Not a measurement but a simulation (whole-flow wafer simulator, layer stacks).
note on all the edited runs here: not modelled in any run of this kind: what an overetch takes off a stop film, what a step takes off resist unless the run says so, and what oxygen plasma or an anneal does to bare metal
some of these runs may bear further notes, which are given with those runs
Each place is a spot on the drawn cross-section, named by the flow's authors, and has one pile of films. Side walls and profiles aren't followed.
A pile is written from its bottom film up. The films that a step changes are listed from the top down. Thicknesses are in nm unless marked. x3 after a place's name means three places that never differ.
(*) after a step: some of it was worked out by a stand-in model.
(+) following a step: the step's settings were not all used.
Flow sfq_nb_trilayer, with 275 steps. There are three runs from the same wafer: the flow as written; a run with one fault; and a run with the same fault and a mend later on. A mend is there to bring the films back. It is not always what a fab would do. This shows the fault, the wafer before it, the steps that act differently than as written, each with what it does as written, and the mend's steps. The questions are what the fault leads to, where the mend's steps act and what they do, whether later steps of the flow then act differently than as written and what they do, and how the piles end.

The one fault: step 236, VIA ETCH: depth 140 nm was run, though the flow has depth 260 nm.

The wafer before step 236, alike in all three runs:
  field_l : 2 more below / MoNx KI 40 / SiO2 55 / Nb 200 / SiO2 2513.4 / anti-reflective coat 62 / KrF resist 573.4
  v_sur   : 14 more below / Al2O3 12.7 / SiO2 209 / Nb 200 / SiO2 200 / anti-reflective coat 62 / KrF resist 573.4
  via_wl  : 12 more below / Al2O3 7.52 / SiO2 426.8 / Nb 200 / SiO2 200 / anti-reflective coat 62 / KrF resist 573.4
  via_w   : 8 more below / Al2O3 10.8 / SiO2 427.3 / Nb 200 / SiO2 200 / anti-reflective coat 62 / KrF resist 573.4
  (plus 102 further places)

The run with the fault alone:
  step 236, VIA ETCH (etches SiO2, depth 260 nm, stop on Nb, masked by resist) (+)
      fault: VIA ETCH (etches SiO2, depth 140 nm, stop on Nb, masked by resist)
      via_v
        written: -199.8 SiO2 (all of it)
        fault: -140 SiO2
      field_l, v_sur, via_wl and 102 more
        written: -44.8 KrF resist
        fault: -24.1 KrF resist
  Steps further on in the flow that do not act as written (3 other steps are not shown; they differ only slightly, by no more than 2% or 0.5 nm, whichever is larger):
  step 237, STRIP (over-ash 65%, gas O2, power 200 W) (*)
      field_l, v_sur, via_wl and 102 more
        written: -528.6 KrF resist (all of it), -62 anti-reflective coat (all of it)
        fault: -549.3 KrF resist (all of it), -62 anti-reflective coat (all of it)
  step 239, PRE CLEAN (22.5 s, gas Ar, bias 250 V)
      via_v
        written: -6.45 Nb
        fault: -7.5 SiO2
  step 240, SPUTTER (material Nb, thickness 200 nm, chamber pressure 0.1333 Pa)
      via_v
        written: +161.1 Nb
        fault: +175.4 Nb (new film)
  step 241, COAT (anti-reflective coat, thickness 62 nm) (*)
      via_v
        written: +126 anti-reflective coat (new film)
        fault: +111.8 anti-reflective coat (new film)
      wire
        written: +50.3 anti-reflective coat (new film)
        fault: +51.4 anti-reflective coat (new film)
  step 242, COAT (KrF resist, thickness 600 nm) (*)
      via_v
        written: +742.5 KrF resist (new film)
        fault: +693.3 KrF resist (new film)
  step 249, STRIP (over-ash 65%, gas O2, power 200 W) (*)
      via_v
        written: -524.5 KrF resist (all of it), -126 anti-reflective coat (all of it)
        fault: -475.5 KrF resist (all of it), -111.8 anti-reflective coat (all of it)
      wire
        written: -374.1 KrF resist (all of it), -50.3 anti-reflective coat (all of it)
        fault: -378.8 KrF resist (all of it), -51.4 anti-reflective coat (all of it)
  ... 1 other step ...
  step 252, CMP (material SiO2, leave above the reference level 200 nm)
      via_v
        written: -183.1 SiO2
        fault: -157.1 SiO2
  The piles end different from the flow's at via_v by more than 2% or 0.5 nm, whichever is larger.
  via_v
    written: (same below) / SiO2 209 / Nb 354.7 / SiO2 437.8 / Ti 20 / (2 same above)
    fault: (same below) / SiO2 209 / Nb 200 / SiO2 52.3 / Nb 175.4 / SiO2 364.8 / Ti 20 / (2 same above)

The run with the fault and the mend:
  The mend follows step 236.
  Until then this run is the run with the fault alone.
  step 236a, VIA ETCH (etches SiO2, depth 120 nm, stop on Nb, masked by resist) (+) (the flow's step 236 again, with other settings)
      field_l, v_sur, via_wl and 102 more
        -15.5 KrF resist
      via_v
        -59.8 SiO2 (all of it)
  None of the later steps of the flow differs from how it acts as written, at any place that is followed, by more than 2% or 0.5 nm, whichever is larger.
  The piles end the same as the flow's at every place that both follow.
